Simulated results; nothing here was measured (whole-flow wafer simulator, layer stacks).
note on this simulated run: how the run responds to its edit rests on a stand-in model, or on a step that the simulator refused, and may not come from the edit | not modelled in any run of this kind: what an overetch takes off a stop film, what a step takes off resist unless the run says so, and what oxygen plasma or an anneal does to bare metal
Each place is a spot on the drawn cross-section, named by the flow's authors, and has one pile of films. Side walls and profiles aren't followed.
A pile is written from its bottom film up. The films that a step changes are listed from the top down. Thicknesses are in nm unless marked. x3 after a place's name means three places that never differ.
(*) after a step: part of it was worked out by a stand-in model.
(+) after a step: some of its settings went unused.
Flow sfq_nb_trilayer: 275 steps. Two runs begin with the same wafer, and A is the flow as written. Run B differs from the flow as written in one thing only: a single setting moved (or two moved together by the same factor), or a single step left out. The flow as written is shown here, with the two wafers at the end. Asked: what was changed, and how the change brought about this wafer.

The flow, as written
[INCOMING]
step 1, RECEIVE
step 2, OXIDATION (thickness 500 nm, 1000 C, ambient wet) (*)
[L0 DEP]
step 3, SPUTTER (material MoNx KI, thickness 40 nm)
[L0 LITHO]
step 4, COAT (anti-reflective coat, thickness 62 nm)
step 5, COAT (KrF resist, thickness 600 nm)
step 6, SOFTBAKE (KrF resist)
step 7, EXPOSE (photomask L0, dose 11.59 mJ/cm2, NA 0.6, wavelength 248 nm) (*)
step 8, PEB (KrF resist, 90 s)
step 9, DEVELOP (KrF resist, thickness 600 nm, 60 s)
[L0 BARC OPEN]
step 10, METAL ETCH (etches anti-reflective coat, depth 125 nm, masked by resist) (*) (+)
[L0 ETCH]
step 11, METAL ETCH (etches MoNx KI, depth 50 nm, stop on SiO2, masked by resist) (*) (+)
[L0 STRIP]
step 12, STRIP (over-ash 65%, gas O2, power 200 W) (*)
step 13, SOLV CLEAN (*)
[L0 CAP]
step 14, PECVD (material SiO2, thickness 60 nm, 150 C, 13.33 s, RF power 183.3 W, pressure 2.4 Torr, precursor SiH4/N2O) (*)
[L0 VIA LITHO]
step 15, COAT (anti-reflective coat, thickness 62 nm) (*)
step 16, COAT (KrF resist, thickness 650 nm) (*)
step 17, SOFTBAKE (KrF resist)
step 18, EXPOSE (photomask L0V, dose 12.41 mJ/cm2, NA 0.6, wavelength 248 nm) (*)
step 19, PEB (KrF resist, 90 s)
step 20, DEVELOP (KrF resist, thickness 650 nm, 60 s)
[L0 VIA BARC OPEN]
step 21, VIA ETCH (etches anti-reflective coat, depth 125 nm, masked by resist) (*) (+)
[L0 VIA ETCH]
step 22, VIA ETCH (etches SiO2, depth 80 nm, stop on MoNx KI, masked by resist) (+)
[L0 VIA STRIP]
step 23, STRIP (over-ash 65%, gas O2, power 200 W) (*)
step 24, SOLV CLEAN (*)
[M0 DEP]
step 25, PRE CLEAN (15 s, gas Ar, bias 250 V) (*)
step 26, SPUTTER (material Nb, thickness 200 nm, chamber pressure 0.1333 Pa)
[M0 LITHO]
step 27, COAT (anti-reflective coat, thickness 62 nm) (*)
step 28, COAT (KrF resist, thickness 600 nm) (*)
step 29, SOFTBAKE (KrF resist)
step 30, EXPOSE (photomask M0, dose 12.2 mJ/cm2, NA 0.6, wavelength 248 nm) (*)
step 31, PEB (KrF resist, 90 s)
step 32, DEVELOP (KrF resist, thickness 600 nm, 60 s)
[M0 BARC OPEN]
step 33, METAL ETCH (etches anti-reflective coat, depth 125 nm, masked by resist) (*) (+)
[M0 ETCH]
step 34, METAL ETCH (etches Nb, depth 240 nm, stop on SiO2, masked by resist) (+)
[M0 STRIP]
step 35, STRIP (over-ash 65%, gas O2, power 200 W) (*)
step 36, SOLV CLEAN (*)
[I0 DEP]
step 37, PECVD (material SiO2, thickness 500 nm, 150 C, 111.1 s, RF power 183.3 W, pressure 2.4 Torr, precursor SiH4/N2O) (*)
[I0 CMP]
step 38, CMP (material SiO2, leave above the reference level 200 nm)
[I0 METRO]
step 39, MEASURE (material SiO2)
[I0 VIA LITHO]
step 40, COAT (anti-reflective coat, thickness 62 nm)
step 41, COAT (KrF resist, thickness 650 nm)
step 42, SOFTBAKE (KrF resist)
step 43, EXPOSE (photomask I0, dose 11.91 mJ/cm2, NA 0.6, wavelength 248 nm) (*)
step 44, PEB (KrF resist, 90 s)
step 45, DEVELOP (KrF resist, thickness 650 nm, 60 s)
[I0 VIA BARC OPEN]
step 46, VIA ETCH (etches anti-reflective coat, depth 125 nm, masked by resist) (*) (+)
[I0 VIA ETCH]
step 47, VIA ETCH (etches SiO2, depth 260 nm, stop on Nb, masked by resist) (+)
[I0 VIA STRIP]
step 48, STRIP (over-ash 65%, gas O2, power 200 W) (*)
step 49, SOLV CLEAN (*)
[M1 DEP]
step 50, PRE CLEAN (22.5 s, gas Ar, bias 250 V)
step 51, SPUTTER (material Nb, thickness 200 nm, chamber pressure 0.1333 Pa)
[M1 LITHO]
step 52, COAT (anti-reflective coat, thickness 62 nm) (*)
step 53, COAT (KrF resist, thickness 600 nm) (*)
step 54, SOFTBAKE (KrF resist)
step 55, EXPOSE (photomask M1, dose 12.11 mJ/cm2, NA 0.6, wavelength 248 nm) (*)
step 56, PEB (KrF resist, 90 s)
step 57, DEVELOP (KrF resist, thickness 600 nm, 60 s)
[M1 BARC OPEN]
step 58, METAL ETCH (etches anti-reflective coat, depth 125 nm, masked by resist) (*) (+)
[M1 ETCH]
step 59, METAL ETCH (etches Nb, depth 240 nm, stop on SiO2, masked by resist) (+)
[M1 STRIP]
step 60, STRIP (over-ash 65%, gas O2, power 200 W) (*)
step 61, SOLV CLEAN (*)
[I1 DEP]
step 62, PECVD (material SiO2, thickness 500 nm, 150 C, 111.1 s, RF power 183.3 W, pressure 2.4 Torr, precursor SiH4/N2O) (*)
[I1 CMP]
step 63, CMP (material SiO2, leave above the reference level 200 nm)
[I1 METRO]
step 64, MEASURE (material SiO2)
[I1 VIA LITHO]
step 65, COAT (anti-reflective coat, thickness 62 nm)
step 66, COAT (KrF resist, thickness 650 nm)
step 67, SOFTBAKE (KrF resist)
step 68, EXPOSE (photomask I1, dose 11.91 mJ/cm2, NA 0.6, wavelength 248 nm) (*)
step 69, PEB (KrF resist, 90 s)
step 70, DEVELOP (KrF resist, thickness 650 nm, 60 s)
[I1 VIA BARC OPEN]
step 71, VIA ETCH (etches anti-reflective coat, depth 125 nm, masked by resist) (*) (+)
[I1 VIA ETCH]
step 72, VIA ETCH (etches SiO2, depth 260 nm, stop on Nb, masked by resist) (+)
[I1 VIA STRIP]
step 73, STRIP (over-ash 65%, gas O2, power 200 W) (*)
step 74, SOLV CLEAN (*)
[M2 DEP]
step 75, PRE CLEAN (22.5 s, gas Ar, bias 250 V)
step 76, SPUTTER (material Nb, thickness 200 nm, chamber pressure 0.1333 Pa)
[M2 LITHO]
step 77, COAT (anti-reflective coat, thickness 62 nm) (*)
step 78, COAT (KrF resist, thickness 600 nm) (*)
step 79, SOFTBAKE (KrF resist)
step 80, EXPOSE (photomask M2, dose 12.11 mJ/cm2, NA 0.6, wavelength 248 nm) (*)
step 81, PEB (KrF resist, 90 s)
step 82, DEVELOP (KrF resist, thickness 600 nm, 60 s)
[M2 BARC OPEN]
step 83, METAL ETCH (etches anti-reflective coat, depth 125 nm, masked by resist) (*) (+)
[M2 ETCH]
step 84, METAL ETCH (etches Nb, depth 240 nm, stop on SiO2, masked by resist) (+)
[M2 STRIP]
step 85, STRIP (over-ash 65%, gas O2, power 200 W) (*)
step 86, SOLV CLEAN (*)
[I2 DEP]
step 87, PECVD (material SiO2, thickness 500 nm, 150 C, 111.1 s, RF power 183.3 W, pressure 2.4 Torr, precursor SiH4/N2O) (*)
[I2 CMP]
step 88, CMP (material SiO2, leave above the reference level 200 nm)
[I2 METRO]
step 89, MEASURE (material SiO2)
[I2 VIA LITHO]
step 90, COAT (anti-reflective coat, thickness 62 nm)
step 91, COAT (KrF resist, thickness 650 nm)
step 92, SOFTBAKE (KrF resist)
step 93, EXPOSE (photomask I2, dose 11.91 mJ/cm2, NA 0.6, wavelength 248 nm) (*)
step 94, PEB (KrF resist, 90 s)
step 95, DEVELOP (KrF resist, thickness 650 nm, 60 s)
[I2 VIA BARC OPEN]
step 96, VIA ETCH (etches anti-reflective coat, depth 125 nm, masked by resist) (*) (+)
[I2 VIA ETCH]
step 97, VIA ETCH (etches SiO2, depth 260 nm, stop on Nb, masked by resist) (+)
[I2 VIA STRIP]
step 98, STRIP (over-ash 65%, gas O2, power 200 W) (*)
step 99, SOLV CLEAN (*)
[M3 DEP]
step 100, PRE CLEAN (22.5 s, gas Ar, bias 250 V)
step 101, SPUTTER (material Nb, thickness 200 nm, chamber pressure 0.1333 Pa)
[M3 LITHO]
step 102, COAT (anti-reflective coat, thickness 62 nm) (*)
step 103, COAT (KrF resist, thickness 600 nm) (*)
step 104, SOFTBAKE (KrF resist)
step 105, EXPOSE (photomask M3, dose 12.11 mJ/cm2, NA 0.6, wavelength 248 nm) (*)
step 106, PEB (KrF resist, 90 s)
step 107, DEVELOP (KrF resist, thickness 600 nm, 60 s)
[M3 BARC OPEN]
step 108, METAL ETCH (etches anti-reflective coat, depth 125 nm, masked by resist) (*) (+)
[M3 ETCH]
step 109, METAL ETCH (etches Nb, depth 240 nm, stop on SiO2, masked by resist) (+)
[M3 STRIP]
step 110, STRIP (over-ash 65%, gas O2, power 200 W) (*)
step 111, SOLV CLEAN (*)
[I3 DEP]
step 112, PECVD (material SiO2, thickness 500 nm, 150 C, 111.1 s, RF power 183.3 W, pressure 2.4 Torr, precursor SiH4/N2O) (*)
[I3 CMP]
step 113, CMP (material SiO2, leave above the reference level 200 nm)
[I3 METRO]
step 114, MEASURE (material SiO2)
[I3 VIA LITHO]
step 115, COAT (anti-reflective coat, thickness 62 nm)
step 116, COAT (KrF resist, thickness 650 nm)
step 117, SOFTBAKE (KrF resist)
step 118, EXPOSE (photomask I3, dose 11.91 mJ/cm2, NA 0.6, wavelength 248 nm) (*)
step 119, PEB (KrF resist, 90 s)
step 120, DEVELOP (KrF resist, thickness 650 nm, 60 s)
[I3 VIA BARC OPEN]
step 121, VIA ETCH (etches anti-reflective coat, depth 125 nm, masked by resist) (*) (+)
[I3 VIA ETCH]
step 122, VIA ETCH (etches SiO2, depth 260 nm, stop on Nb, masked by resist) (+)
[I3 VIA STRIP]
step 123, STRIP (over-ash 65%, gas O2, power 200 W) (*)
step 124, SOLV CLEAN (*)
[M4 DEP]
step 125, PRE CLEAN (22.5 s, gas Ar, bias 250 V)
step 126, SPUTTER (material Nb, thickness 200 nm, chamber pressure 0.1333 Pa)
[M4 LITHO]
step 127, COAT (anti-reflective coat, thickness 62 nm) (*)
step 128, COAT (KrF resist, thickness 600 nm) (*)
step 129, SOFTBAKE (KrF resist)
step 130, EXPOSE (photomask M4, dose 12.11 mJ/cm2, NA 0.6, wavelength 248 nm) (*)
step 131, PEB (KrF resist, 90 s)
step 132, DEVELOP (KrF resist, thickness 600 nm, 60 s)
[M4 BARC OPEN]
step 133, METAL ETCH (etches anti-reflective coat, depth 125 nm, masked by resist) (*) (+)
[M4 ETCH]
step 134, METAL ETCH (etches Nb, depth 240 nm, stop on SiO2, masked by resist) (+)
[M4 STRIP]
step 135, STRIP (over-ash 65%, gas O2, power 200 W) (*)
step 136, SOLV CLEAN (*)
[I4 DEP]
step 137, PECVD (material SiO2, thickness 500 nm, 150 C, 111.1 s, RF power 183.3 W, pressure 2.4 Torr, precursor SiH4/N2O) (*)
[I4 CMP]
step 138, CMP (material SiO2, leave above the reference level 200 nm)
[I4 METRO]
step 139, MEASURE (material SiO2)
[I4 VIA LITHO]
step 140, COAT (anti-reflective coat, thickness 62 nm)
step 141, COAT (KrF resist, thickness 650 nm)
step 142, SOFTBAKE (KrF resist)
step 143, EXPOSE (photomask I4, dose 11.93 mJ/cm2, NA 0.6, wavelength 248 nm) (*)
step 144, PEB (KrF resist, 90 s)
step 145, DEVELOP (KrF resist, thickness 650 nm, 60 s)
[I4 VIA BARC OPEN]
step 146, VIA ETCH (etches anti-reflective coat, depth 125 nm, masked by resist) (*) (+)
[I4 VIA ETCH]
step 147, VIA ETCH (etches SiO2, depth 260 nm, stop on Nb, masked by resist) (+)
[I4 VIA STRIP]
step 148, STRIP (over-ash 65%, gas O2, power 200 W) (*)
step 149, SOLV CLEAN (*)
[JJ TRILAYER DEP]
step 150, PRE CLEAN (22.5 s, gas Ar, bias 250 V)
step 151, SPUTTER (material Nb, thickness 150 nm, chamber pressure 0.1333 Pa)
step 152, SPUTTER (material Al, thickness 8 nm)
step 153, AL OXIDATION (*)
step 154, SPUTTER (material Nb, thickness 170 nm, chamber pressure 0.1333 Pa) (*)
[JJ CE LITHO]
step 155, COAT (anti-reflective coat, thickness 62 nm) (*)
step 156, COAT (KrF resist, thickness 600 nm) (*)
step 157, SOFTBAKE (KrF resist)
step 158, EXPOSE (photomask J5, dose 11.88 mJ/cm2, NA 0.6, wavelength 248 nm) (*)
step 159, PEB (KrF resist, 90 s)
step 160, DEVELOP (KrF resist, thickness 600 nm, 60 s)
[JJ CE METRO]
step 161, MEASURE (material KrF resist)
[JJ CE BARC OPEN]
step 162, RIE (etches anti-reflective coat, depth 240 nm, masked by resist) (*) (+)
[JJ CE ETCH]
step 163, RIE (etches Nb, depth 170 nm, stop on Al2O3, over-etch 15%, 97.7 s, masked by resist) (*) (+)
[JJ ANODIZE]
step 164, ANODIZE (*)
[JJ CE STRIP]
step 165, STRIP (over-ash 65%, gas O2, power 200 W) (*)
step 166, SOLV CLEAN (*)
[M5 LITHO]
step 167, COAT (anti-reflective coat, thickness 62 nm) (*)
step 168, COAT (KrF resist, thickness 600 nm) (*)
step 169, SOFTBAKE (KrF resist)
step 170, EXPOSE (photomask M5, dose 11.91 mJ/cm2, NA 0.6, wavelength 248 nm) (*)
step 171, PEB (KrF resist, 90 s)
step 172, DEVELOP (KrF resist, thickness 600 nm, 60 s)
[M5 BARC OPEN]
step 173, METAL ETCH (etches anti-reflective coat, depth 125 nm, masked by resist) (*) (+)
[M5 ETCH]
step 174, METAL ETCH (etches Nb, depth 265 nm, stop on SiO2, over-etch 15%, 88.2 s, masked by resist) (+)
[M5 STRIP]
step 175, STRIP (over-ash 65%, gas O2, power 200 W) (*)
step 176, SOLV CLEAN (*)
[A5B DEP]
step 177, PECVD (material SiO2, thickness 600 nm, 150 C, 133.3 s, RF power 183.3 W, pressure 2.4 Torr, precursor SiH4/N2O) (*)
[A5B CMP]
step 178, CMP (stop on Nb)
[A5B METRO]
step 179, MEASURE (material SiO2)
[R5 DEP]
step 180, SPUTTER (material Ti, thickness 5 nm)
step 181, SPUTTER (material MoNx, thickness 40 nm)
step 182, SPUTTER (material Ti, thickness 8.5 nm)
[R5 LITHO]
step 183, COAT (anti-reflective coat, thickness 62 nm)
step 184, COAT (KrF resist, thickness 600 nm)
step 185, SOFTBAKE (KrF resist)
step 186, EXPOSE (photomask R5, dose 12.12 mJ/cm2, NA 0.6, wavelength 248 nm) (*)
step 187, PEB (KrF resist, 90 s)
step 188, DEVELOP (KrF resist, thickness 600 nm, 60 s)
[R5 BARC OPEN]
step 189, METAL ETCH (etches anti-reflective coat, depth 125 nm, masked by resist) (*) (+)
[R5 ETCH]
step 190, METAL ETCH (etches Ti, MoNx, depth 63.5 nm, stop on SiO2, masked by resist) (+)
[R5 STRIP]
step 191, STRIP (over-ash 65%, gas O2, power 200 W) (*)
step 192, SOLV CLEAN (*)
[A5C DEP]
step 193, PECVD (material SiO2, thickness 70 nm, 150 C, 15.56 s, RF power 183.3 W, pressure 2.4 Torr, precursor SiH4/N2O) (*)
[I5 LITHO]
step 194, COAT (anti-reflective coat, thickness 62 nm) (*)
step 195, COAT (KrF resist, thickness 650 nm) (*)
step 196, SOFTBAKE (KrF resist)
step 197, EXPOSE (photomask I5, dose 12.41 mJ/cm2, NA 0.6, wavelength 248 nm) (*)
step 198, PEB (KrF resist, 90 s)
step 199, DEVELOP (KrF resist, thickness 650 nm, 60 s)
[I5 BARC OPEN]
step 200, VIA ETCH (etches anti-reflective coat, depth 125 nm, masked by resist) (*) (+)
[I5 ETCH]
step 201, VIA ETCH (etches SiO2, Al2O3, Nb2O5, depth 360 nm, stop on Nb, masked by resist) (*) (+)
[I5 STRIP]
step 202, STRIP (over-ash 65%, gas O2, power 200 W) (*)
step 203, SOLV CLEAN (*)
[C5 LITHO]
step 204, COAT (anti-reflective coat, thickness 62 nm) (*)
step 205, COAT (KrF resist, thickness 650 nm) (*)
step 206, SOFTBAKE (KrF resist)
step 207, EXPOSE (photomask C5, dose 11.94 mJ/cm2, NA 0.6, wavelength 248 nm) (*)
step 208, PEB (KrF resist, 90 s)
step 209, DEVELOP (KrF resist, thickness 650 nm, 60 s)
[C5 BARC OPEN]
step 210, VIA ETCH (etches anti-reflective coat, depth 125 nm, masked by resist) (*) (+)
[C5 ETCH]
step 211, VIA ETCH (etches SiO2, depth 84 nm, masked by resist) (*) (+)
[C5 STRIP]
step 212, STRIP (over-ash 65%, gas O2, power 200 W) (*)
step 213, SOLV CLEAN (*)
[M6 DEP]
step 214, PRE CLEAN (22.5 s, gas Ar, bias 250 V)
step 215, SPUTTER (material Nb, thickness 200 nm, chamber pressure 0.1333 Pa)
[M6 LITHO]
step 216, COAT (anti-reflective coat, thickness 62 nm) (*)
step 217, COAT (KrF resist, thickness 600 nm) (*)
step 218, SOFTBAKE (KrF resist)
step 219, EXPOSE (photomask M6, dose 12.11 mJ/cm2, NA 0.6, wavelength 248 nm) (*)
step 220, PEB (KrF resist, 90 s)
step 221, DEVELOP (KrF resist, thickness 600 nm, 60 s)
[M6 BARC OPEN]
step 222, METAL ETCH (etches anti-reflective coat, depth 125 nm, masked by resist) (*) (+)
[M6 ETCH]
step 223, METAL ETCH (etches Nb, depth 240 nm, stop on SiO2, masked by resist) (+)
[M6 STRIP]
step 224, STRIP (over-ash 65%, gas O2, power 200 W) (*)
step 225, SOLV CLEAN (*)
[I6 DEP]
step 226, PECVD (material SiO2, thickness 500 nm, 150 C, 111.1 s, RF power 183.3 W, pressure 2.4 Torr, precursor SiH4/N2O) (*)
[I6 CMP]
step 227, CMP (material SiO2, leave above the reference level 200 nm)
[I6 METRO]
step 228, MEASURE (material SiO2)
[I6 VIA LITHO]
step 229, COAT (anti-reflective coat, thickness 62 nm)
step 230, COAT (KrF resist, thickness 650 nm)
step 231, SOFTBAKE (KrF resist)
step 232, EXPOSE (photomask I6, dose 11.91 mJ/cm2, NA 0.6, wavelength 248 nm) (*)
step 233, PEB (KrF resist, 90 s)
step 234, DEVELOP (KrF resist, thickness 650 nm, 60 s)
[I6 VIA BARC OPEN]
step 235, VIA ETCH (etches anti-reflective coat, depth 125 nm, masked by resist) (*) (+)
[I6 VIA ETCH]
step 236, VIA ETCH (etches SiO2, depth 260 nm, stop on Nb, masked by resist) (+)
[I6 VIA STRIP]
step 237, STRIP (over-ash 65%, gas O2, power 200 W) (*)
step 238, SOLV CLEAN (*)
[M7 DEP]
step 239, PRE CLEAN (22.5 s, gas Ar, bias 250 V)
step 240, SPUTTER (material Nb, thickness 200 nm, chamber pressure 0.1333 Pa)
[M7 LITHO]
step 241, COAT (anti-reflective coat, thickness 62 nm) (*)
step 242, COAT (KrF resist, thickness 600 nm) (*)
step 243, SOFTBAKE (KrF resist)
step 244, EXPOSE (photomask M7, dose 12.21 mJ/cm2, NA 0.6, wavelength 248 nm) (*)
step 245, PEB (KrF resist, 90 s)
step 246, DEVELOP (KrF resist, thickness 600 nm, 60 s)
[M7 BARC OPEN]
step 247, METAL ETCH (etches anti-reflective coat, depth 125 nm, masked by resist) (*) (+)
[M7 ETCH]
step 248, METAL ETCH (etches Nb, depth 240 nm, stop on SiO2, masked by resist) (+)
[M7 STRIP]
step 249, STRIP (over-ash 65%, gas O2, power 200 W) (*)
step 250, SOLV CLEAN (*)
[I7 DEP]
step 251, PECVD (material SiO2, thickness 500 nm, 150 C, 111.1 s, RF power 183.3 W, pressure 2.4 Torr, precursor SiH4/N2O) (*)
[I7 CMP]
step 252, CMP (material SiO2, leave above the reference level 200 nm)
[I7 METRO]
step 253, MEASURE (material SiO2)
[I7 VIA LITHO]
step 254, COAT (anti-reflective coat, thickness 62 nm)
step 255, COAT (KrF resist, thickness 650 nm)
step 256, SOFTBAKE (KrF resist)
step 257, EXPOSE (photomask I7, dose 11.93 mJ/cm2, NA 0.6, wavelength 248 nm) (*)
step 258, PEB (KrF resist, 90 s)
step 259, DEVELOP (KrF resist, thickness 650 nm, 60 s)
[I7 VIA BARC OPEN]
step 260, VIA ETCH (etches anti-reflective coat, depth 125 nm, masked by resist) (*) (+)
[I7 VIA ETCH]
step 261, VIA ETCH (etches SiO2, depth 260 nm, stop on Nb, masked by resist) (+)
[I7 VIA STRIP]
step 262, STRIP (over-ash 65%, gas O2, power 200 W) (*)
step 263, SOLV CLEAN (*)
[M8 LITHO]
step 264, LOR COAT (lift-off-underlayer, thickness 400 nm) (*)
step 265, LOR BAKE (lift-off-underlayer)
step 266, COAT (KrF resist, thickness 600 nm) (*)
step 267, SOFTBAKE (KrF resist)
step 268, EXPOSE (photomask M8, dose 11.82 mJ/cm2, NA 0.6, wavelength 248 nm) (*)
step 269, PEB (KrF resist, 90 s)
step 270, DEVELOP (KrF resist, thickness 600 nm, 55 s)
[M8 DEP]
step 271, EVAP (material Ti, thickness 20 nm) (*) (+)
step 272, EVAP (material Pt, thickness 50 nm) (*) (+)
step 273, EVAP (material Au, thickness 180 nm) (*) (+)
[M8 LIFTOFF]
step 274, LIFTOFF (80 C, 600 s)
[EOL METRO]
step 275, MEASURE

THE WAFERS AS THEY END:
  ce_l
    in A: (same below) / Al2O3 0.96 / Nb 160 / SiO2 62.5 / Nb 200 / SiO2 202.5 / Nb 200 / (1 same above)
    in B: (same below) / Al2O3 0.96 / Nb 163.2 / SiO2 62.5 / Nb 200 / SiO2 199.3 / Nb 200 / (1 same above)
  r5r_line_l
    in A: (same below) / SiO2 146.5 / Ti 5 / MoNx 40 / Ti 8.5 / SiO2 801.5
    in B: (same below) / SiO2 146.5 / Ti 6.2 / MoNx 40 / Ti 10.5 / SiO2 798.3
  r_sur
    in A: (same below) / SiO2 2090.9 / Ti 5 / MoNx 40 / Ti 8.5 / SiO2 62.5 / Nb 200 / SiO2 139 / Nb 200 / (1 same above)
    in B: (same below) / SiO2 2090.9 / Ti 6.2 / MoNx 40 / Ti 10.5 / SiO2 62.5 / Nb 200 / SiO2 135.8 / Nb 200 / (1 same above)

The reason: step 180, SPUTTER: thickness 6.2 nm was run, while the flow as written has thickness 5 nm; step 182, SPUTTER: thickness 10.54 nm was run, where the flow has thickness 8.5 nm.
The wafer lets one read it off: r5r_line_l has Ti 6.2, and step 180 as written asks for 5 nm.

The path from the change to this, step by step:
  step 180, SPUTTER (material Ti, thickness 5 nm)
      field_l, v_sur, via_wl and 103 more: A +5 Ti (new film) | B +6.2 Ti (new film)
  step 182, SPUTTER (material Ti, thickness 8.5 nm)
      field_l, v_sur, via_wl and 103 more: A +8.5 Ti (new film) | B +10.5 Ti (new film)
  step 190, METAL ETCH (etches Ti, MoNx, depth 63.5 nm, stop on SiO2, masked by resist) (+)
      field_l, v_sur, via_wl and 92 more: A -8.5 Ti (all of it), -40 MoNx (all of it), -5 Ti (all of it) | B -10.5 Ti (all of it), -40 MoNx (all of it), -6.2 Ti (all of it)
      ce_l, c5j, ce_r, wl_jj: A -8.5 Ti (all of it), -40 MoNx (all of it), -5 Ti (all of it), -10 Nb | B -10.5 Ti (all of it), -40 MoNx (all of it), -6.2 Ti (all of it), -6.76 Nb
  step 194, COAT (anti-reflective coat, thickness 62 nm) (*)
      ce_l: A +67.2 anti-reflective coat (new film) | B +65.7 anti-reflective coat (new film)
      ce_r: A +68.1 anti-reflective coat (new film) | B +66.5 anti-reflective coat (new film)
  step 202, STRIP (over-ash 65%, gas O2, power 200 W) (*)
      ce_l: A -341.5 KrF resist (all of it), -67.2 anti-reflective coat (all of it) | B -340.6 KrF resist (all of it), -65.7 anti-reflective coat (all of it)
      ce_r: A -346.1 KrF resist (all of it), -68.1 anti-reflective coat (all of it) | B -345.6 KrF resist (all of it), -66.5 anti-reflective coat (all of it)
  step 204, COAT (anti-reflective coat, thickness 62 nm) (*)
      ce_l: A +66 anti-reflective coat (new film) | B +64.6 anti-reflective coat (new film)
      ce_r: A +67.2 anti-reflective coat (new film) | B +65.6 anti-reflective coat (new film)
  step 212, STRIP (over-ash 65%, gas O2, power 200 W) (*)
      ce_l: A -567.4 KrF resist (all of it), -66 anti-reflective coat (all of it) | B -566.8 KrF resist (all of it), -64.6 anti-reflective coat (all of it)
      ce_r: A -573.7 KrF resist (all of it), -67.2 anti-reflective coat (all of it) | B -573.6 KrF resist (all of it), -65.6 anti-reflective coat (all of it)
  step 216, COAT (anti-reflective coat, thickness 62 nm) (*)
      ce_l: A +48 anti-reflective coat (new film) | B +47 anti-reflective coat (new film)
      ce_r: A +48.8 anti-reflective coat (new film) | B +47.8 anti-reflective coat (new film)
      (also at 1 further place)
  step 224, STRIP (over-ash 65%, gas O2, power 200 W) (*)
      ce_l: A -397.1 KrF resist (all of it), -48 anti-reflective coat (all of it) | B -395.9 KrF resist (all of it), -47 anti-reflective coat (all of it)
      ce_r: A -403.5 KrF resist (all of it), -48.8 anti-reflective coat (all of it) | B -402.7 KrF resist (all of it), -47.8 anti-reflective coat (all of it)
      (also at 1 further place)
  step 227, CMP (material SiO2, leave above the reference level 200 nm)
      r5r_line_l, r5r_spacepad_l, r5r_spacepad_r, r5r_line_c, r5r_line_r: A -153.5 SiO2 | B -156.7 SiO2
